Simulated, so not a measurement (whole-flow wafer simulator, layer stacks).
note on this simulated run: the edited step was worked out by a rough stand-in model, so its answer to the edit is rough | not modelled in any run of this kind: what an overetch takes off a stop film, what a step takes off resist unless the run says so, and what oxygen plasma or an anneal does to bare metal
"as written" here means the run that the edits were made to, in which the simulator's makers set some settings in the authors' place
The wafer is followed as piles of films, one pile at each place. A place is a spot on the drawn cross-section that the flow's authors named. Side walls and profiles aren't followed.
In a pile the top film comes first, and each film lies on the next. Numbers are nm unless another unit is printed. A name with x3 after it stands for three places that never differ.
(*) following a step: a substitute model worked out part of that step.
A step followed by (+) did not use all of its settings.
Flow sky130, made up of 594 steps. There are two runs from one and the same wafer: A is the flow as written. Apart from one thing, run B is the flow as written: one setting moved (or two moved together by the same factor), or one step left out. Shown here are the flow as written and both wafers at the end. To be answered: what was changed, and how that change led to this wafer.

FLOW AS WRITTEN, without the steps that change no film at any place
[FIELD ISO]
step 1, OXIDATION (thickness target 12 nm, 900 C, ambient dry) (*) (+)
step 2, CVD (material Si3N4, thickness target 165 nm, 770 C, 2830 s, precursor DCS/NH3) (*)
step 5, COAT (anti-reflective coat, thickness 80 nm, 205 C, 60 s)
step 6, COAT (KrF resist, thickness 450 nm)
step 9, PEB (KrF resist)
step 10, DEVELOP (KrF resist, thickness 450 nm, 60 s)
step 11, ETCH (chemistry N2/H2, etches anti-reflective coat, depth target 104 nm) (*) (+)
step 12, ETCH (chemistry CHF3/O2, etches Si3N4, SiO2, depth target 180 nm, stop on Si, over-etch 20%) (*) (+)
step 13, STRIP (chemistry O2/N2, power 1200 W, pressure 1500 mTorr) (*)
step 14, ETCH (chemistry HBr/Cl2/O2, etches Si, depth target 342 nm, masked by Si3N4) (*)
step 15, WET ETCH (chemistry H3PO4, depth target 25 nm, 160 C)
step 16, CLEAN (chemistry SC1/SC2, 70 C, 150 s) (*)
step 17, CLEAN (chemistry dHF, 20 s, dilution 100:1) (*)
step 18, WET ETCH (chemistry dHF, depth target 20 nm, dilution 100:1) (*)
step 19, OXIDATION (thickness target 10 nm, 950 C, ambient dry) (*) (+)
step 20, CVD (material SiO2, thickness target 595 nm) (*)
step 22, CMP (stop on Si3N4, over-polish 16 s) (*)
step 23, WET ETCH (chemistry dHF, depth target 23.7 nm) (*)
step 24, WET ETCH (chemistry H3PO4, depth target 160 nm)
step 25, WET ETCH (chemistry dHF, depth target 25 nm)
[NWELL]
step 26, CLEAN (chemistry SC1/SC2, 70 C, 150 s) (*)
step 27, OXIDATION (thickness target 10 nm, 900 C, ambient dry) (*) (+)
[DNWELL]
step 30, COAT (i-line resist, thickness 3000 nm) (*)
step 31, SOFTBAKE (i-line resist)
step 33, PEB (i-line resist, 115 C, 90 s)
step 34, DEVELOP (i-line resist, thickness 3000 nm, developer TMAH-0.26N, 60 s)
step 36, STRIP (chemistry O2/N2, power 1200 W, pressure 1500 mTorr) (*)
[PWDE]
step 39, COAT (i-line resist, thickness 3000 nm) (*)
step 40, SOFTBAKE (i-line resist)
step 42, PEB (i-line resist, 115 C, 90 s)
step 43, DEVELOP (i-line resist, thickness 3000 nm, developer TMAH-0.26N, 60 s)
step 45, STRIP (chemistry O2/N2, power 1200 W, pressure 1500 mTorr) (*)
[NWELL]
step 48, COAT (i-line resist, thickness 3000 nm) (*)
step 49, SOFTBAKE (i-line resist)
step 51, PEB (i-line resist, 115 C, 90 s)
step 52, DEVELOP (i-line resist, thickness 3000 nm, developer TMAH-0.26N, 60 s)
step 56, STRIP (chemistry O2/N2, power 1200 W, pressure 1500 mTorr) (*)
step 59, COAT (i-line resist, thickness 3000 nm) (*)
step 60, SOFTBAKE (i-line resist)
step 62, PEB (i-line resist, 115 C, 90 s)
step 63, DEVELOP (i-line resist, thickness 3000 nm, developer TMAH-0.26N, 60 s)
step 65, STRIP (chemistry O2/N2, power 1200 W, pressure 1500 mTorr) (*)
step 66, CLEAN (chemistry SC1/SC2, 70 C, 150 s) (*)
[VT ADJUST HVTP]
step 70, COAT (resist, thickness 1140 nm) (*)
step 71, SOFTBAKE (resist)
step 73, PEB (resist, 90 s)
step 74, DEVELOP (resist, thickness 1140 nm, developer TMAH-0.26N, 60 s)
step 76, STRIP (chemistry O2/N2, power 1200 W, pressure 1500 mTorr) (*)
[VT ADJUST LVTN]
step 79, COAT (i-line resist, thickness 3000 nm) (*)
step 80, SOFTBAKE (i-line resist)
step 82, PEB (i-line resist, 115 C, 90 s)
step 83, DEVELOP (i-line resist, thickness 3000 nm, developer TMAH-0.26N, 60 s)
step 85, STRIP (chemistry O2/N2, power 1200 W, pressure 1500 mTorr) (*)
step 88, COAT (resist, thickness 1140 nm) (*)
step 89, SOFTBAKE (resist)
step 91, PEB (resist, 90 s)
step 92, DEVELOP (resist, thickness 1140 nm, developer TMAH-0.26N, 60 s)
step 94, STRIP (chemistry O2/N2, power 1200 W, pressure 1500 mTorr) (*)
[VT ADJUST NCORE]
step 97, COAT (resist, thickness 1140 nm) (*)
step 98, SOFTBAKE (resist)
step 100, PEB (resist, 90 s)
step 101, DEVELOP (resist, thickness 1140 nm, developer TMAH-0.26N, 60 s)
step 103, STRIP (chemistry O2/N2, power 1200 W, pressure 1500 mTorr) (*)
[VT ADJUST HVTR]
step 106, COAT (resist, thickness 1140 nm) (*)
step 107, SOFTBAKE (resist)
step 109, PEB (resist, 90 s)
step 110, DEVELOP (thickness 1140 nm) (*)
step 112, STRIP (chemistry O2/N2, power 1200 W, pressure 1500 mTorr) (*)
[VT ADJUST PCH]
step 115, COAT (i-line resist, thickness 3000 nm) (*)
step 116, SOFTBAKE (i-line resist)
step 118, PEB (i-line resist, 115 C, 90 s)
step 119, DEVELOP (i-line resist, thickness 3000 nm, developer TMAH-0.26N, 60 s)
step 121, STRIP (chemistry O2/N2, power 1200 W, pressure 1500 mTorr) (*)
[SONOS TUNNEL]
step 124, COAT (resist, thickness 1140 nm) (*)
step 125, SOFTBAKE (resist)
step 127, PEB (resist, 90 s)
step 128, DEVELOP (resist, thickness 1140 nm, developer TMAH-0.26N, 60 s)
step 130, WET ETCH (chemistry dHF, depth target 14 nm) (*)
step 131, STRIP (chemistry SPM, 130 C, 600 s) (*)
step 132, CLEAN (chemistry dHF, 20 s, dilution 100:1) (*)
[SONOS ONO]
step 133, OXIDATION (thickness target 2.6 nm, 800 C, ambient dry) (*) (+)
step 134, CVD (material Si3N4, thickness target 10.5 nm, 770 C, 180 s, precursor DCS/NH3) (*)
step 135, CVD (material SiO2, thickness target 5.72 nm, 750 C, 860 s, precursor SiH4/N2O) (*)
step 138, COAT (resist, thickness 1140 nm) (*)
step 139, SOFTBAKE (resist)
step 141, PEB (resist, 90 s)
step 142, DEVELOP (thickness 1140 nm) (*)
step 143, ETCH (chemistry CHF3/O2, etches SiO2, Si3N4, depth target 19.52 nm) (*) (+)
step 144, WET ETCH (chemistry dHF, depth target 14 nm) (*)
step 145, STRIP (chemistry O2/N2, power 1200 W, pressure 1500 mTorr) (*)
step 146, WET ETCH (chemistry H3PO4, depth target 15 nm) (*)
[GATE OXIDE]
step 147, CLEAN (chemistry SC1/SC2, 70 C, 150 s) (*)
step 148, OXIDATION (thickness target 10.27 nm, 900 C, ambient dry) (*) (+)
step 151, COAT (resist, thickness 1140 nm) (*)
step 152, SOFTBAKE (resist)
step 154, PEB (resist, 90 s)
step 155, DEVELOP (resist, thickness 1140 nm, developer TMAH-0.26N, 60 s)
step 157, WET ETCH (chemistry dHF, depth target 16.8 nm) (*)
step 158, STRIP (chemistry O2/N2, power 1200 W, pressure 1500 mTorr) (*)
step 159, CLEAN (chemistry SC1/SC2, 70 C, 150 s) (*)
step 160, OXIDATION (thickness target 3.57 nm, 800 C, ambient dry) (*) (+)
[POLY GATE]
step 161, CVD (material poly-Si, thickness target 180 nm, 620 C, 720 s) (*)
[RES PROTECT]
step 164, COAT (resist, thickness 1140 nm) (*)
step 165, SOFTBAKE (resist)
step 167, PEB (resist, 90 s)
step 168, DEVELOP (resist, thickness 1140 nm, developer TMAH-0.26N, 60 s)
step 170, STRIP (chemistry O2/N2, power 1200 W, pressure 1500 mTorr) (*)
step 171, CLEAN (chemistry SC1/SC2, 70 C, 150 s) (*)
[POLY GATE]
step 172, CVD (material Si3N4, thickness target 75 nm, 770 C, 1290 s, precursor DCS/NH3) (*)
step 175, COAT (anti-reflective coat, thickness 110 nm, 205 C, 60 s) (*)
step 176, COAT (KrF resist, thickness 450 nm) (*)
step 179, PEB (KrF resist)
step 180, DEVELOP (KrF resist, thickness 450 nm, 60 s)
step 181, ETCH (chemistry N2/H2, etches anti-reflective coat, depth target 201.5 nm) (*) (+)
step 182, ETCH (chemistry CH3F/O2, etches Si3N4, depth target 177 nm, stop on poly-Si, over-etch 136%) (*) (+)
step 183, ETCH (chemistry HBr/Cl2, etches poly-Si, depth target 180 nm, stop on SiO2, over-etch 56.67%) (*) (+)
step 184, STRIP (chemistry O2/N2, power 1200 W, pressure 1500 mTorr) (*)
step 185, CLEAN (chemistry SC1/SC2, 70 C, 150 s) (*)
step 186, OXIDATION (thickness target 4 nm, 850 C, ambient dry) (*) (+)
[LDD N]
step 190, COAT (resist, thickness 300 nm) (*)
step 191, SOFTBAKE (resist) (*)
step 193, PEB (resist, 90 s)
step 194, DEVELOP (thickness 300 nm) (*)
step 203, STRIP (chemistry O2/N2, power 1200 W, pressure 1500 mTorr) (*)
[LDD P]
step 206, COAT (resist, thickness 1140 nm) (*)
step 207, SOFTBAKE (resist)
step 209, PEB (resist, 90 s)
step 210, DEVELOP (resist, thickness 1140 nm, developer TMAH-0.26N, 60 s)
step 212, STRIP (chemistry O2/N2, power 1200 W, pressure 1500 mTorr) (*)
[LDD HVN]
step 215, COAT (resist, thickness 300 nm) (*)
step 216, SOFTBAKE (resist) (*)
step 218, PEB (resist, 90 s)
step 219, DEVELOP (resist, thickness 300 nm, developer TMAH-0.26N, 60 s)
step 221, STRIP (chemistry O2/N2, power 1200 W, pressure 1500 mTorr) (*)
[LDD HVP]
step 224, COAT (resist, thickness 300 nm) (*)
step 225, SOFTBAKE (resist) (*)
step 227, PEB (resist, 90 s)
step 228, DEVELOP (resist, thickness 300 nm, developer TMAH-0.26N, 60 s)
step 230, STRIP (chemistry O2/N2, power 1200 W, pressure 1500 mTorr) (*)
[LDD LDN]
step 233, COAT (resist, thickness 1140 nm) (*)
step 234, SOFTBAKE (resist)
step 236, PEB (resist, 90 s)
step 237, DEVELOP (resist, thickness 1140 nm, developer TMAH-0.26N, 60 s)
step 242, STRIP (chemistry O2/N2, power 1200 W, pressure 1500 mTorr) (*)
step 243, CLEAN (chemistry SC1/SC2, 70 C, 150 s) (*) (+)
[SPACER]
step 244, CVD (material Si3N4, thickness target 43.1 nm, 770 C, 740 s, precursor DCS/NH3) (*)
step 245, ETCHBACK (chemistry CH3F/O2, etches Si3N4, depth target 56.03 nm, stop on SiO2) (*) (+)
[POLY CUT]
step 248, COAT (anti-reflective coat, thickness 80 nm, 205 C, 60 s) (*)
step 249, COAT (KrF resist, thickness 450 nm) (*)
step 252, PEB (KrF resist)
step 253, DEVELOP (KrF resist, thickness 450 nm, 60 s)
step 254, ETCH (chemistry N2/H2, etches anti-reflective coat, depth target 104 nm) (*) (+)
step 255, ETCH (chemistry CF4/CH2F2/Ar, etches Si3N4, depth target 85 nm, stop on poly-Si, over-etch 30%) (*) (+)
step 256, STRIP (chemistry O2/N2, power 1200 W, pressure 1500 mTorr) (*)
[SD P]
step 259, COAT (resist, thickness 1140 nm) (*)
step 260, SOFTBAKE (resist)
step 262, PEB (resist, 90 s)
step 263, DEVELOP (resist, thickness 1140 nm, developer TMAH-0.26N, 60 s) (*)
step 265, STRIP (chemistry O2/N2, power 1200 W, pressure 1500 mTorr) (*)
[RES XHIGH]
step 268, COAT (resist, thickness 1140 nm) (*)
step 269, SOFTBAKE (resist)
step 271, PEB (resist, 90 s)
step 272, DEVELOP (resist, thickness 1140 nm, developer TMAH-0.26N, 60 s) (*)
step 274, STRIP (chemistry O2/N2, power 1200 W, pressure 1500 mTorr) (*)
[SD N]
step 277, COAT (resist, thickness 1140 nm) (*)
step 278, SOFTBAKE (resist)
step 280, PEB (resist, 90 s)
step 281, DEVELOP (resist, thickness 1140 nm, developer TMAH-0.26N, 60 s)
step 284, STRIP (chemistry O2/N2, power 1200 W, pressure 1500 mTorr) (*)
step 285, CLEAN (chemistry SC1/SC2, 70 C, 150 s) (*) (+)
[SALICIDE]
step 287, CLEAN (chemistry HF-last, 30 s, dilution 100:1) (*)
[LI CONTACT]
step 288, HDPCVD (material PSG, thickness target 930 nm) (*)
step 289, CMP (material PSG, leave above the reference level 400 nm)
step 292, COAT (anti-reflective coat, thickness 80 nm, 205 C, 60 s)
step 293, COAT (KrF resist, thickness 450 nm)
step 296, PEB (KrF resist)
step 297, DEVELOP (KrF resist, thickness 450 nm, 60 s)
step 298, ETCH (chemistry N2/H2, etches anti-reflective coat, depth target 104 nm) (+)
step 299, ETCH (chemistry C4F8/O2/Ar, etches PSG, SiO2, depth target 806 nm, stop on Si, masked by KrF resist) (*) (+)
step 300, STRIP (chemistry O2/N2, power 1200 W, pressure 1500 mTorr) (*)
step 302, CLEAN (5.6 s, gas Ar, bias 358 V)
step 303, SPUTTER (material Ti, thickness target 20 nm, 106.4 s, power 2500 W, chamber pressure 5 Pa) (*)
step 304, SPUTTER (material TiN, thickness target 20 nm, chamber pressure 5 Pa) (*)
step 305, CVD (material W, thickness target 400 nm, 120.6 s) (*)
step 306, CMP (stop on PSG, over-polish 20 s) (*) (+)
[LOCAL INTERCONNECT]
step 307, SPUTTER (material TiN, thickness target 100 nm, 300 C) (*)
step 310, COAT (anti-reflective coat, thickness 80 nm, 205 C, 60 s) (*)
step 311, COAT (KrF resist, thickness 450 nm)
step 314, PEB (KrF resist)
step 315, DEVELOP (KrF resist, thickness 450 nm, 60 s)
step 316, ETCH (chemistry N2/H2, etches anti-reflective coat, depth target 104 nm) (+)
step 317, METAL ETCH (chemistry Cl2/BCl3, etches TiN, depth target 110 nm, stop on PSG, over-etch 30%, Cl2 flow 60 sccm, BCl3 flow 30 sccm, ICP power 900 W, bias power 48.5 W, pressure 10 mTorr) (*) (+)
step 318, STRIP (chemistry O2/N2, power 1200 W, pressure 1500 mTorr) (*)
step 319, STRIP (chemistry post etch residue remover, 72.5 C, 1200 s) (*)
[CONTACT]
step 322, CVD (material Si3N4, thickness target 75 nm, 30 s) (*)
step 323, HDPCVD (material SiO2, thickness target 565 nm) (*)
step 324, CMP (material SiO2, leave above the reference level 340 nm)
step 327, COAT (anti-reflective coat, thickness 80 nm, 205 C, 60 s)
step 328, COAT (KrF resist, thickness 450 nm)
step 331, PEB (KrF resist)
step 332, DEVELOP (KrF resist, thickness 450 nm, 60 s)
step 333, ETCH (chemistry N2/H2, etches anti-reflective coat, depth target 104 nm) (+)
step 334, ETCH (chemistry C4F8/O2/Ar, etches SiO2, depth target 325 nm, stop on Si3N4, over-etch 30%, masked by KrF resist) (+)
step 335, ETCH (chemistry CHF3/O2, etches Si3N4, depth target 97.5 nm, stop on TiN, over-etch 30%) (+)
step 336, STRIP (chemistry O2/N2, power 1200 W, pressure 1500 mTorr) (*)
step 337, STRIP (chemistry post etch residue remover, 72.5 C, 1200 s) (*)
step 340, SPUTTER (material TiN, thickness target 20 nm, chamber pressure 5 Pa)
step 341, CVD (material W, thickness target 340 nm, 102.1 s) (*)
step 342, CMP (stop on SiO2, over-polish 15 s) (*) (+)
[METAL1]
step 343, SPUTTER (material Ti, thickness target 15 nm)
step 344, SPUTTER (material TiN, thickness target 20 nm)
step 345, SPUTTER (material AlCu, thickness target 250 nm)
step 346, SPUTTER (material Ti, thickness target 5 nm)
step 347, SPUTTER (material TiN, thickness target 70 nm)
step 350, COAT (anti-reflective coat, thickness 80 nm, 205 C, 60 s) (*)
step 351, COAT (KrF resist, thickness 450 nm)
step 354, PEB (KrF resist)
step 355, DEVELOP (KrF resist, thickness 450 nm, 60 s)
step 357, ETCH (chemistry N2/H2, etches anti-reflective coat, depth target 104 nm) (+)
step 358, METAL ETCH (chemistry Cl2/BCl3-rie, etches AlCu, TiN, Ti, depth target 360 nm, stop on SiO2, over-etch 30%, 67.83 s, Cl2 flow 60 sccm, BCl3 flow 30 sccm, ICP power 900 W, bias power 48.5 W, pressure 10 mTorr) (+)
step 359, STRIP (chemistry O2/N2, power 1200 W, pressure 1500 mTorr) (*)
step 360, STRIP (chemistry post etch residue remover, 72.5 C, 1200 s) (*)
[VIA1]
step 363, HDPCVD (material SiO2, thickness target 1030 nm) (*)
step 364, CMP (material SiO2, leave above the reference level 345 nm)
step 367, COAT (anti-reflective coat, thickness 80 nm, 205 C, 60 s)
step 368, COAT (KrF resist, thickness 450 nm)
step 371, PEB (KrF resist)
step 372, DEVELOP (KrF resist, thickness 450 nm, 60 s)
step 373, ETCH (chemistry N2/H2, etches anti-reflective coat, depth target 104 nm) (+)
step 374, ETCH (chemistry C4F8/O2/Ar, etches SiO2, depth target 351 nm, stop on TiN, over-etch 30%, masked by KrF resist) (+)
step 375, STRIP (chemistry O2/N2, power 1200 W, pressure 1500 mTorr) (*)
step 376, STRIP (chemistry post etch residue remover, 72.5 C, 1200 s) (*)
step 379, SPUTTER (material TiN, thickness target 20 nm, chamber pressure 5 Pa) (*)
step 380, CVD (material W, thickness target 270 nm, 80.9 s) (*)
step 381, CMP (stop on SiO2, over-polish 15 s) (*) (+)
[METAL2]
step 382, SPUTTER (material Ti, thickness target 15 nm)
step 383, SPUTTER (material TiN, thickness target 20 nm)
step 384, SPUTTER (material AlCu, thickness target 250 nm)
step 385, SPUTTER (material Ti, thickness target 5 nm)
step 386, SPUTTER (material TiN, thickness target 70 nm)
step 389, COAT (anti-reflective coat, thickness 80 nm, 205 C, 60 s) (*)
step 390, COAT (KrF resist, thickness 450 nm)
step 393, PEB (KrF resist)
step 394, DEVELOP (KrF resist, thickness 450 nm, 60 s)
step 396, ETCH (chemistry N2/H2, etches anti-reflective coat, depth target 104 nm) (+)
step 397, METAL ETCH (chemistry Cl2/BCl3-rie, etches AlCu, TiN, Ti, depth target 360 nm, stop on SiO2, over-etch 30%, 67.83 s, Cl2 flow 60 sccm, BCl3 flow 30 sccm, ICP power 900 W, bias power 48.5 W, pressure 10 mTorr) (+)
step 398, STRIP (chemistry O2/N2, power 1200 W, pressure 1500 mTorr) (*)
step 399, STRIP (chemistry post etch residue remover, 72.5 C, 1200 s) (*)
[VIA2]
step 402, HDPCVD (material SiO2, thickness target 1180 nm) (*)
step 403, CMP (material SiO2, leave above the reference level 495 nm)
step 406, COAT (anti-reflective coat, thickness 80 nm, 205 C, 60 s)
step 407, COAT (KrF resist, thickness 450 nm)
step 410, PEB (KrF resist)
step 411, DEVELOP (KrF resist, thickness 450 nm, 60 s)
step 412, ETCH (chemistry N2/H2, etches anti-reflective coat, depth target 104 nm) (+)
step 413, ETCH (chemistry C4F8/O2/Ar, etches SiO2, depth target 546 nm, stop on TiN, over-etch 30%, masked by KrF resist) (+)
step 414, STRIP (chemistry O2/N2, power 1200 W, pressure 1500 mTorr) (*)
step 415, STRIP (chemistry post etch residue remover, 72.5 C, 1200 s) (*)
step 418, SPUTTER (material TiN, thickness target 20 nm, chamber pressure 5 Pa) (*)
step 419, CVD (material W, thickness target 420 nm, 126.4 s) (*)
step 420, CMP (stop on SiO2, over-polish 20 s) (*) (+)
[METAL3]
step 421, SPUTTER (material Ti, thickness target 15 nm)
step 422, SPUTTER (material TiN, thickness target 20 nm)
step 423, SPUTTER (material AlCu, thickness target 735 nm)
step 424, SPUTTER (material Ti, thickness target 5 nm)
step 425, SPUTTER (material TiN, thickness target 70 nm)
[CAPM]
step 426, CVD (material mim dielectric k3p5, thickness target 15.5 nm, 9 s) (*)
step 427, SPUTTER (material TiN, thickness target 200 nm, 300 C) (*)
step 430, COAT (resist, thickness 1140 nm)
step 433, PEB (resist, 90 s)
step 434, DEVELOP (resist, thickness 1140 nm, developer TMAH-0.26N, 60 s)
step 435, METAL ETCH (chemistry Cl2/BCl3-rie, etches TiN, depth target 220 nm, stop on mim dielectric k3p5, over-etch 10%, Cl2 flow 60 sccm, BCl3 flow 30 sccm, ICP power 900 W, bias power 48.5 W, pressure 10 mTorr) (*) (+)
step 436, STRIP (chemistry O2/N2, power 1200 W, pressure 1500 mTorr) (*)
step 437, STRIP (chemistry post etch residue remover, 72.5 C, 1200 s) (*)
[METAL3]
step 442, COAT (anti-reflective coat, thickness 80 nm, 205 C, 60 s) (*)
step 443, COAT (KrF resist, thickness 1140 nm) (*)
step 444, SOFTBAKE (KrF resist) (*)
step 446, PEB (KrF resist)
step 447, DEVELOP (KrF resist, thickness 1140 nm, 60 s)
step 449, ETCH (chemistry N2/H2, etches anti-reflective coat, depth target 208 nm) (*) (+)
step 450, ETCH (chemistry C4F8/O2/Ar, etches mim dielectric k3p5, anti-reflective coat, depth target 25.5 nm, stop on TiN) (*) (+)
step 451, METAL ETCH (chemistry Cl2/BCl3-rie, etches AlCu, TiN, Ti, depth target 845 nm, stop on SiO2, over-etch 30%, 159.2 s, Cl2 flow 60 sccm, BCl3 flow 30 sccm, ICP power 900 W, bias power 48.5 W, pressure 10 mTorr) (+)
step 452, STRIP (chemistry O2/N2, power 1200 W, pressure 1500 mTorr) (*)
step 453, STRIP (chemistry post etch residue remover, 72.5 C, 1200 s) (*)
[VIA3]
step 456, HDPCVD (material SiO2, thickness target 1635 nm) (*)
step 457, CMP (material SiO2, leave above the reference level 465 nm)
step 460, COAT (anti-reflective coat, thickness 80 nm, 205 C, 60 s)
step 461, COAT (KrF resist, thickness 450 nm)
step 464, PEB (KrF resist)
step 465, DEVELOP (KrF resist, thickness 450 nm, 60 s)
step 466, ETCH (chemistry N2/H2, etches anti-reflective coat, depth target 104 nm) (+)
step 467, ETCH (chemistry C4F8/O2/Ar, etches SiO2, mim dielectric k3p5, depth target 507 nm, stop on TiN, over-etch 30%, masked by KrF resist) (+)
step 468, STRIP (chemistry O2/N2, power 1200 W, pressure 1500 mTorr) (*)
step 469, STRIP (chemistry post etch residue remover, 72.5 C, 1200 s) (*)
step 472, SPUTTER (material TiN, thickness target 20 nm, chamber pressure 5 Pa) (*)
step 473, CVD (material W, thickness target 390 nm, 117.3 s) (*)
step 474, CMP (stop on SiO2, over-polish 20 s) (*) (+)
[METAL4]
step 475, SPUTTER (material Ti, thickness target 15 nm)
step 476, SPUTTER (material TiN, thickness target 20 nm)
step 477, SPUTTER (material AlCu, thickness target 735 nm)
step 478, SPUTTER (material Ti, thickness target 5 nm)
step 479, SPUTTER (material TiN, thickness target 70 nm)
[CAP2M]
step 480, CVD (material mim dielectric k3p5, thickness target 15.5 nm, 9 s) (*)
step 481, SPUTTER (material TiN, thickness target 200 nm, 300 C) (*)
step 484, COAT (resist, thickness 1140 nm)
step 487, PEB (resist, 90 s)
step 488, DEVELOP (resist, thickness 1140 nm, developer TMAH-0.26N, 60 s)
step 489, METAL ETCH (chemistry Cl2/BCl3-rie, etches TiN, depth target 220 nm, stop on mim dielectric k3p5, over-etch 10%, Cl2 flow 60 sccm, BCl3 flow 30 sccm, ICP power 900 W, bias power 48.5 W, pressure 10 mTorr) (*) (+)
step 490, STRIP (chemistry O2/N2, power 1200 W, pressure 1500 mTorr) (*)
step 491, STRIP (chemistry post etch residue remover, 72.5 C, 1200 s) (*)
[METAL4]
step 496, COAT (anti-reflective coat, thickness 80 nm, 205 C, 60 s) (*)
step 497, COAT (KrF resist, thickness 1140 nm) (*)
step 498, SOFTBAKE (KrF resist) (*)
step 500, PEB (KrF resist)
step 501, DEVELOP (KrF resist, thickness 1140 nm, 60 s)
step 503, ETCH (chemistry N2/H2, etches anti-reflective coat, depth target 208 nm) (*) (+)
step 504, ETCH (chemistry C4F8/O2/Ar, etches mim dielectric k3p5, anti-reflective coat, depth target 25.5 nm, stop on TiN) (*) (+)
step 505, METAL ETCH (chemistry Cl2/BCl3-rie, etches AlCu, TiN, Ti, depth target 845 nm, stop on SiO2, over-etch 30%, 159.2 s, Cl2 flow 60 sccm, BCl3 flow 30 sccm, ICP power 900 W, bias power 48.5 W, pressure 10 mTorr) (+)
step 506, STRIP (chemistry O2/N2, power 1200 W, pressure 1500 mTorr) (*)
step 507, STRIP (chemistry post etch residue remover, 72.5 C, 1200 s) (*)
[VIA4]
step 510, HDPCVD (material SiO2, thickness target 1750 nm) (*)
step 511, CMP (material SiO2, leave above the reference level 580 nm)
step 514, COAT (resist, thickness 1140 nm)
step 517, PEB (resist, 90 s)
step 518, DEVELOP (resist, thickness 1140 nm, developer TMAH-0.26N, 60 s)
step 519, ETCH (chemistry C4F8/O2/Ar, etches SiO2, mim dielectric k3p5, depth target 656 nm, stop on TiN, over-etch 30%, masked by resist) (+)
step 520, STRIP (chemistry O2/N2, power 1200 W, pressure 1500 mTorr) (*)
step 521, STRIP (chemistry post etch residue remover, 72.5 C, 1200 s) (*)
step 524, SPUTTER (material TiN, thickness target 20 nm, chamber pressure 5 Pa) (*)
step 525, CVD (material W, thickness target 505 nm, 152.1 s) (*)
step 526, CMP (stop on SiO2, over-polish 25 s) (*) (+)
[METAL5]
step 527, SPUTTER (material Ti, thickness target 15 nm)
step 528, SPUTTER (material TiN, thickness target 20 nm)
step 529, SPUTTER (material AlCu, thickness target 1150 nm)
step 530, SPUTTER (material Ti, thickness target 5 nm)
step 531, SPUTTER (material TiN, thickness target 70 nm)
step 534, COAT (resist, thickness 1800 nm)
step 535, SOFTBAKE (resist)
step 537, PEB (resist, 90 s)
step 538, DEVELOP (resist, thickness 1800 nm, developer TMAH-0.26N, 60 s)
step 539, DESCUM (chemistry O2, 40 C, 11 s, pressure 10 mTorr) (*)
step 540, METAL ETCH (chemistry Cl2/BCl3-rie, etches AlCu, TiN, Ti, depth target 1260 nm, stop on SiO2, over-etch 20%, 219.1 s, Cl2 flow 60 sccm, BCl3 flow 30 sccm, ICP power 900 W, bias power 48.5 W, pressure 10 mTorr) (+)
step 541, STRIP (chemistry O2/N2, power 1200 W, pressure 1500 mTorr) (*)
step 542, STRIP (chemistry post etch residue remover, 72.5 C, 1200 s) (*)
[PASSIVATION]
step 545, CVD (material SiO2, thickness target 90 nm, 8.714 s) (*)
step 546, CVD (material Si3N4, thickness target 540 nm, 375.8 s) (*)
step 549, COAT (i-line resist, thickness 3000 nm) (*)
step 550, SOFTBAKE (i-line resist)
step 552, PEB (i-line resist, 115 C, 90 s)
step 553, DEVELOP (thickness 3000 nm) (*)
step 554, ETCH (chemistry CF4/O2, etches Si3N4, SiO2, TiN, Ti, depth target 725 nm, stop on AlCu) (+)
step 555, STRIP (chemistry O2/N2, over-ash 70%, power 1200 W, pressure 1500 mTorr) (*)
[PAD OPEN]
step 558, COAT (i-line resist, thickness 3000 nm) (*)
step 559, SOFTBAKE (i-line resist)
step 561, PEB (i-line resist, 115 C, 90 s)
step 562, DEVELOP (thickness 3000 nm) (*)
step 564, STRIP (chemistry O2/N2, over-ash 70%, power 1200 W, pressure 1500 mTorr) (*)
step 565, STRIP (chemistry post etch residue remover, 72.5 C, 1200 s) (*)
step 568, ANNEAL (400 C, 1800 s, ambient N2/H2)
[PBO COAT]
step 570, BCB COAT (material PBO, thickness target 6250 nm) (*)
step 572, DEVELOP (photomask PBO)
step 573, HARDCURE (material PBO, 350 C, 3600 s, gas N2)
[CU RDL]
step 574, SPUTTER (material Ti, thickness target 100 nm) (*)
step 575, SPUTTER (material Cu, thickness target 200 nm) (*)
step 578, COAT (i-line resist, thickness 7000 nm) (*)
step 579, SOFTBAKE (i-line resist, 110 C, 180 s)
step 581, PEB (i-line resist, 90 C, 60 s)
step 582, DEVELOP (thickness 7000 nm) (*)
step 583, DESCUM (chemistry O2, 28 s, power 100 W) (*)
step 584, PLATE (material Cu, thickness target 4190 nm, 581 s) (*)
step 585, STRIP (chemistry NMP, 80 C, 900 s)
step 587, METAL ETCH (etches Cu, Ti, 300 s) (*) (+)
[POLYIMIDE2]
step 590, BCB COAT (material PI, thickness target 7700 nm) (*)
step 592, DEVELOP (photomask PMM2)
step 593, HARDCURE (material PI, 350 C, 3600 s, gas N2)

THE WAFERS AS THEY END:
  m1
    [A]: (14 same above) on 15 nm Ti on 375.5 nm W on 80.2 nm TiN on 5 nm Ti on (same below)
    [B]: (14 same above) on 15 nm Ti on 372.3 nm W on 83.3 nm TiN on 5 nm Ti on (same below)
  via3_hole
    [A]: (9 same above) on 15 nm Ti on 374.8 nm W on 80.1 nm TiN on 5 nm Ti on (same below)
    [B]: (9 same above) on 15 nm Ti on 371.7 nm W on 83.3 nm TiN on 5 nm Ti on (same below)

The reason: step 472, SPUTTER: thickness target 26 nm was run, though the flow has thickness target 20 nm.

How this came from the change, step by step:
  step 472, SPUTTER (material TiN, thickness target 20 nm, chamber pressure 5 Pa) (*)
      field, active, n_well and 187 more: A +20 TiN (new film) | B +26 TiN (new film)
      m1, via3_hole: A +10.6 TiN | B +13.7 TiN
  step 474, CMP (stop on SiO2, over-polish 20 s) (*) (+)
      field, active, n_well and 187 more: A -390 W (all of it), -20 TiN (all of it), -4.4 SiO2 | B -390 W (all of it), -26 TiN (all of it), -4.4 SiO2
